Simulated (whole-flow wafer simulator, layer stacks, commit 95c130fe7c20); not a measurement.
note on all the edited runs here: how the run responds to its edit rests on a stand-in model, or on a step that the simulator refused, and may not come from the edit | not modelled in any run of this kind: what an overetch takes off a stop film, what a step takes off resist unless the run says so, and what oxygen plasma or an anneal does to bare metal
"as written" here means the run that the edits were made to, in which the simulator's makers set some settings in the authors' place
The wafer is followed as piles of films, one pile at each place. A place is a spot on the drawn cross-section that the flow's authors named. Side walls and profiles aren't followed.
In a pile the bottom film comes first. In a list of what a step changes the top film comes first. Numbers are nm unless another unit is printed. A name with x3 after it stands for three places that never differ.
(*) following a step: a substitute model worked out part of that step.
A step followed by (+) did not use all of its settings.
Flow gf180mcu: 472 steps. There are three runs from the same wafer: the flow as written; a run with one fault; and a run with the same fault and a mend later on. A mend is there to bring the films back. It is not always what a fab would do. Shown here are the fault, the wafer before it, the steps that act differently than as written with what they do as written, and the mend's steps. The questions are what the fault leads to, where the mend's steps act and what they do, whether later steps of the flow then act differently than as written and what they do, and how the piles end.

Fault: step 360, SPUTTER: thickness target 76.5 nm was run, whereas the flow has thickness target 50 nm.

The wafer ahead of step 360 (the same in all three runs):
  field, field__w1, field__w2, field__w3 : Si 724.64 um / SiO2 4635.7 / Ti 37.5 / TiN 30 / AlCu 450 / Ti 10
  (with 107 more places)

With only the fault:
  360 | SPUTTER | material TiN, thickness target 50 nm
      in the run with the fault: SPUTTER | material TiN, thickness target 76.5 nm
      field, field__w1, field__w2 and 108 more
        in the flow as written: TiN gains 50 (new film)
        in the run with the fault: TiN gains 76.5 (new film)
  Later steps of the flow acting differently than as written (not shown: 3 more steps that differ only slightly, by at most 2% or 0.5 nm, whichever is larger):
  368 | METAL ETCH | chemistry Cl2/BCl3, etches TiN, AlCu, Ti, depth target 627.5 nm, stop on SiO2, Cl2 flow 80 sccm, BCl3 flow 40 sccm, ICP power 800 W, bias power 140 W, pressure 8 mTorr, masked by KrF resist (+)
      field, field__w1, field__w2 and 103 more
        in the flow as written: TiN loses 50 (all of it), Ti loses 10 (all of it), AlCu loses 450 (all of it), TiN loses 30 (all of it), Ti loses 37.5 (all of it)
        in the run with the fault: TiN loses 76.5 (all of it), Ti loses 10 (all of it), AlCu loses 450 (all of it), TiN loses 30 (all of it), Ti loses 37.5 (all of it)
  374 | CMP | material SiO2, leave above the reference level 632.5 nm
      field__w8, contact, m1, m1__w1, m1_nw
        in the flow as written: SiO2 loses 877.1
        in the run with the fault: SiO2 loses 903.6
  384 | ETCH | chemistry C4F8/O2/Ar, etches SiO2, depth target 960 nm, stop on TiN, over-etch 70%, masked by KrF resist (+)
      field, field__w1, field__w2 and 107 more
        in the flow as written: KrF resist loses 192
        in the run with the fault: KrF resist loses 185.6
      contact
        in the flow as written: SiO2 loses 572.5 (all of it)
        in the run with the fault: SiO2 loses 546 (all of it)
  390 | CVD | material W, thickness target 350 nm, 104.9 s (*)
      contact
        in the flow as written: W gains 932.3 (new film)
        in the run with the fault: W gains 905.5 (new film)
  The piles end different from the flow's at field__w8, contact, m1, m1__w1, m1_nw by more than 2% or 0.5 nm, whichever is larger.
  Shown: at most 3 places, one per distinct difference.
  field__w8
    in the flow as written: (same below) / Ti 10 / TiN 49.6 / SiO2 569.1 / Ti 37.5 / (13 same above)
    in the run with the fault: (same below) / Ti 10 / TiN 76.1 / SiO2 542.6 / Ti 37.5 / (13 same above)
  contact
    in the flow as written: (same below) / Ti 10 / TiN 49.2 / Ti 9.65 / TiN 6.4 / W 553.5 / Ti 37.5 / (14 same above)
    in the run with the fault: (same below) / Ti 10 / TiN 75.7 / Ti 9.8 / TiN 6.5 / W 526.8 / Ti 37.5 / (14 same above)

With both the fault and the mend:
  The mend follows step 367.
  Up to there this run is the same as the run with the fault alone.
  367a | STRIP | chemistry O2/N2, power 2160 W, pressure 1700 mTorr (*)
      field__w8, contact, m1, m1__w1, m1_nw
        KrF resist loses 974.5 (all of it)
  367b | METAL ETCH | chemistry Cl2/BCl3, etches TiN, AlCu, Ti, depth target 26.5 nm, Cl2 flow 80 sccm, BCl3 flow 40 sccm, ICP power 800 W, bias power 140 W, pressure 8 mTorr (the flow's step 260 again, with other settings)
      field, field__w1, field__w2 and 108 more
        TiN loses 26.5
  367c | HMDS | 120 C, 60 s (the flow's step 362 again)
      leaves every film unchanged at each place that is followed
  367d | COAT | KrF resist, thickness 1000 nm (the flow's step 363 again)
      field, field__w1, field__w2 and 108 more
        KrF resist gains 1000 (new film)
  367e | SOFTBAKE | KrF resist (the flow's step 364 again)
      leaves every film unchanged at each place that is followed
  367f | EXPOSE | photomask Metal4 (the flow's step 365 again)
      leaves every film unchanged at each place that is followed
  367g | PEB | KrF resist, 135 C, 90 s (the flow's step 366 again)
      field, field__w1, field__w2 and 108 more
        KrF resist loses 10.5
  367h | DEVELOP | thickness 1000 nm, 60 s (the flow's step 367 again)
      field, field__w1, field__w2 and 103 more
        KrF resist loses 989.5 (all of it)
      field__w8, contact, m1, m1__w1, m1_nw
        KrF resist loses 14.9
  Later steps of the flow that are run all act as written at every place that is followed.
  At every place that both follow, the piles at the end match the flow's.
